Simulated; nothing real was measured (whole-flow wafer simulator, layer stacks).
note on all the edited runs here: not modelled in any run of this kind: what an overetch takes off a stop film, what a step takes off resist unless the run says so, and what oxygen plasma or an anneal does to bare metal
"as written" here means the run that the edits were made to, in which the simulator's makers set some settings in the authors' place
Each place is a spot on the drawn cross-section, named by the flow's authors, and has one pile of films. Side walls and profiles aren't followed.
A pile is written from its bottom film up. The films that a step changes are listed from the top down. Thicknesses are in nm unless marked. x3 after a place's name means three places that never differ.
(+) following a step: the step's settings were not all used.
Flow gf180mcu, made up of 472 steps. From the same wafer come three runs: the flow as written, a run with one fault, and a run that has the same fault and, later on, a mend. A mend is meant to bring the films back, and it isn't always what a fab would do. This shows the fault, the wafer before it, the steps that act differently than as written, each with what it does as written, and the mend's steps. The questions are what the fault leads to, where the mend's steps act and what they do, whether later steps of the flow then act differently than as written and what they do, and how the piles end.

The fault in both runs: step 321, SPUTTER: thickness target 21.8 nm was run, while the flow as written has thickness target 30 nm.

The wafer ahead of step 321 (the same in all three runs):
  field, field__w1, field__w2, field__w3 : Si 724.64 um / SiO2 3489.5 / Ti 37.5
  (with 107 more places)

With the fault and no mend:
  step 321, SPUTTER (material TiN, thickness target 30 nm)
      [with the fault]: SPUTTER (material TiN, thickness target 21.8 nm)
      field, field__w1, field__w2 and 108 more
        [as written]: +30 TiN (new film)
        [with the fault]: +21.8 TiN (new film)
  Steps further on in the flow that do not act as written:
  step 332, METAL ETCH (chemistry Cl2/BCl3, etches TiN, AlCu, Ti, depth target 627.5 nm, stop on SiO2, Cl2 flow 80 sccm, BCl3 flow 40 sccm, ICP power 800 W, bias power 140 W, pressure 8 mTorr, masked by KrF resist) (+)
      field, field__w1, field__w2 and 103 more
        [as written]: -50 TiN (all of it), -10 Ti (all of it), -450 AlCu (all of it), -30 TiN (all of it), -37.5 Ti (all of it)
        [with the fault]: -50 TiN (all of it), -10 Ti (all of it), -450 AlCu (all of it), -21.8 TiN (all of it), -37.5 Ti (all of it)
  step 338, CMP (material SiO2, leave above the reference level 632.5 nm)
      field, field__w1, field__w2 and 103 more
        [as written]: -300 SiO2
        [with the fault]: -308.2 SiO2
  The piles end different from the flow's at field__w8, contact, m1, m1__w1, m1_nw by more than 2% or 0.5 nm, whichever is larger.
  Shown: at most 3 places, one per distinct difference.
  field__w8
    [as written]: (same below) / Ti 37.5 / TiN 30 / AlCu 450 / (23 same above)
    [with the fault]: (same below) / Ti 37.5 / TiN 21.8 / AlCu 450 / (23 same above)
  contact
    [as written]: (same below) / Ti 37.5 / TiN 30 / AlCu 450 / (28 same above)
    [with the fault]: (same below) / Ti 37.5 / TiN 21.8 / AlCu 450 / (28 same above)

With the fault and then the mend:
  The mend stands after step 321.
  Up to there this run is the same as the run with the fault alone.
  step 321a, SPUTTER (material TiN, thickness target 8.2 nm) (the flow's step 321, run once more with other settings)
      field, field__w1, field__w2 and 108 more
        +8.2 TiN
  Later steps of the flow that are run all act as written at every place that is followed.
  The piles end the same as the flow's at every place that both follow.
